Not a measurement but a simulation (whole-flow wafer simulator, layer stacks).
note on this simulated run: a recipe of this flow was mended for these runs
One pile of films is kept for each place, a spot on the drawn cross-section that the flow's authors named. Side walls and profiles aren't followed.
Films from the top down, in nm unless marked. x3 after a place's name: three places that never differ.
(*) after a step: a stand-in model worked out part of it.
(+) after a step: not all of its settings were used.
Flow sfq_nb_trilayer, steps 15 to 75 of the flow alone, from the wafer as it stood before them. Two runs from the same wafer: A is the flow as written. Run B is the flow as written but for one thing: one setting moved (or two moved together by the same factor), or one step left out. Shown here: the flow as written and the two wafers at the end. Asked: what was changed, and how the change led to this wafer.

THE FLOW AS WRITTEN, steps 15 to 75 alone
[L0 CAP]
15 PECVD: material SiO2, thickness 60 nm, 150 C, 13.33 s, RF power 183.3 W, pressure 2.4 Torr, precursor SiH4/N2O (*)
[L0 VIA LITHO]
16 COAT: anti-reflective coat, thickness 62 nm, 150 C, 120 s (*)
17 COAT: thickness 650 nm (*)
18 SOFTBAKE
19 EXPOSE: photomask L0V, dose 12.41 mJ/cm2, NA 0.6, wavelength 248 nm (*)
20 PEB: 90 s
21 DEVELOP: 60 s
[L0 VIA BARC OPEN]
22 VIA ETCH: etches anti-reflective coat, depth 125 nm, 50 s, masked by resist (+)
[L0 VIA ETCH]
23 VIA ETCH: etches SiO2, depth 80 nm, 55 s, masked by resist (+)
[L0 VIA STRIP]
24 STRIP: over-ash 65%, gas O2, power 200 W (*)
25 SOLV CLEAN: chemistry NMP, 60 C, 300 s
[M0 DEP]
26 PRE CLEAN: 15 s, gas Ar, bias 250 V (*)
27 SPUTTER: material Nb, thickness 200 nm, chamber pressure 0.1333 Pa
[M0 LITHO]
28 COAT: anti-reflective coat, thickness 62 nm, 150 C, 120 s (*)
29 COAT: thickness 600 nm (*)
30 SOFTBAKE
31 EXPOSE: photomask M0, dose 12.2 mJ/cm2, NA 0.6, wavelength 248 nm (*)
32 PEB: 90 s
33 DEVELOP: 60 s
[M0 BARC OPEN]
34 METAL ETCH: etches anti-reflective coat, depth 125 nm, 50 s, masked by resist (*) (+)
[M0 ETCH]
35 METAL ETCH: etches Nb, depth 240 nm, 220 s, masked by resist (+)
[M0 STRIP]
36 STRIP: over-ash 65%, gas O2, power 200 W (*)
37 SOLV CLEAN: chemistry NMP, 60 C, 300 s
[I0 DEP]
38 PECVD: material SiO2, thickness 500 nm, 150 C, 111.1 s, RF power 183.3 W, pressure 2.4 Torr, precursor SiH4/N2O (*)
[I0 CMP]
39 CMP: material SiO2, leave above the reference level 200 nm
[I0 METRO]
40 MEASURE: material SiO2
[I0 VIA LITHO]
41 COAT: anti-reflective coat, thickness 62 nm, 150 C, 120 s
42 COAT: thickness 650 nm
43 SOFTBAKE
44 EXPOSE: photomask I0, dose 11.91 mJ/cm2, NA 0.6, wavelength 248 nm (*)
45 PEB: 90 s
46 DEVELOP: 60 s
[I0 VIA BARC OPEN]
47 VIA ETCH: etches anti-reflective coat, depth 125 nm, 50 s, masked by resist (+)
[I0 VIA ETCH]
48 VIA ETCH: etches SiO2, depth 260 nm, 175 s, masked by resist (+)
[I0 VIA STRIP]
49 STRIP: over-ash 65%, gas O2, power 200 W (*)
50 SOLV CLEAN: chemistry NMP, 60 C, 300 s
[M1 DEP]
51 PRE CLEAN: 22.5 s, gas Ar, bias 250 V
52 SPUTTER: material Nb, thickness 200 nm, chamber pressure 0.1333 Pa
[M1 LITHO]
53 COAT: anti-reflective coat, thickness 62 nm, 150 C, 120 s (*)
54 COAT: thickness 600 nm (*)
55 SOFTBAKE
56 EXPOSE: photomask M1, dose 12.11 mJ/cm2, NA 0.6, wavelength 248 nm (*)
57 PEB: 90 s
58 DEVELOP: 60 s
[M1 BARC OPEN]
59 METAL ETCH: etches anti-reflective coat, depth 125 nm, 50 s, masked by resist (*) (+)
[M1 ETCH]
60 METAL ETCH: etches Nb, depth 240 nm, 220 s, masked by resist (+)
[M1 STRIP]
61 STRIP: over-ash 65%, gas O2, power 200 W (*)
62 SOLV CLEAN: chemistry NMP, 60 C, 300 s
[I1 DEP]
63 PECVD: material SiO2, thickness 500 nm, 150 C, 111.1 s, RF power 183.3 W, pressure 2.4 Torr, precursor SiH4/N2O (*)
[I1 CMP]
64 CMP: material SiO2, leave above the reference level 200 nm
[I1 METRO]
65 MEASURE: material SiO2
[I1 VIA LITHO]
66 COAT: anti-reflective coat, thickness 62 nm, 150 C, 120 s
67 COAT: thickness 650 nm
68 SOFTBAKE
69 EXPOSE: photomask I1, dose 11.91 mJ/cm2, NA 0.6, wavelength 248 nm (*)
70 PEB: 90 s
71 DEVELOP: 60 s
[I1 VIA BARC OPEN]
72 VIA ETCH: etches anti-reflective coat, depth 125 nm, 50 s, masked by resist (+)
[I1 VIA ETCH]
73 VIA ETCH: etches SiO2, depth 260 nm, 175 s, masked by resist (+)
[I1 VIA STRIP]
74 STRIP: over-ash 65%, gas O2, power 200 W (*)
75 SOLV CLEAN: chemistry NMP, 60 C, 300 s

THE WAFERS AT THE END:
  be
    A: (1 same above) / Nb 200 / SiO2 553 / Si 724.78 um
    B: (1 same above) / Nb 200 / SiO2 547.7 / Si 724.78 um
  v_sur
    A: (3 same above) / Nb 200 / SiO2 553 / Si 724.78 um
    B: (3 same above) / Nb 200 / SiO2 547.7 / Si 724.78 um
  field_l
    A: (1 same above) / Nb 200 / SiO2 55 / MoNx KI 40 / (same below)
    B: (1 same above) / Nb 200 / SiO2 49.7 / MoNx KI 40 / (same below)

The cause: step 15, PECVD: RF power 155.8 W was run, where the flow has RF power 183.3 W.

How the change led to this, step by step:
  15 PECVD: material SiO2, thickness 60 nm, 150 C, 13.33 s, RF power 183.3 W, pressure 2.4 Torr, precursor SiH4/N2O (*)
      v_sur, via_wl, via_w and 97 more: A SiO2 +60 | B SiO2 +54.7
      field_l, l0_sur, l0v, l0r_line_l, l0r_line_c, l0r_line_r: A SiO2 +60 (new film) | B SiO2 +54.7 (new film)
  23 VIA ETCH: etches SiO2, depth 80 nm, 55 s, masked by resist (+)
      l0v: A SiO2 -59.7 (all of it), MoNx KI -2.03 | B SiO2 -54.4 (all of it), MoNx KI -2.56
  28 COAT: anti-reflective coat, thickness 62 nm, 150 C, 120 s (*)
      l0_sur: A anti-reflective coat +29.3 (new film) | B anti-reflective coat +30.8 (new film)
      l0v: A anti-reflective coat +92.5 (new film) | B anti-reflective coat +90.1 (new film)
  36 STRIP: over-ash 65%, gas O2, power 200 W (*)
      l0_sur: A KrF-resist-other-grade -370 (all of it), anti-reflective coat -29.3 (all of it) | B KrF-resist-other-grade -369.2 (all of it), anti-reflective coat -30.8 (all of it)
      l0v: A KrF-resist-other-grade -374.1 (all of it), anti-reflective coat -92.5 (all of it) | B KrF-resist-other-grade -371.9 (all of it), anti-reflective coat -90.1 (all of it)
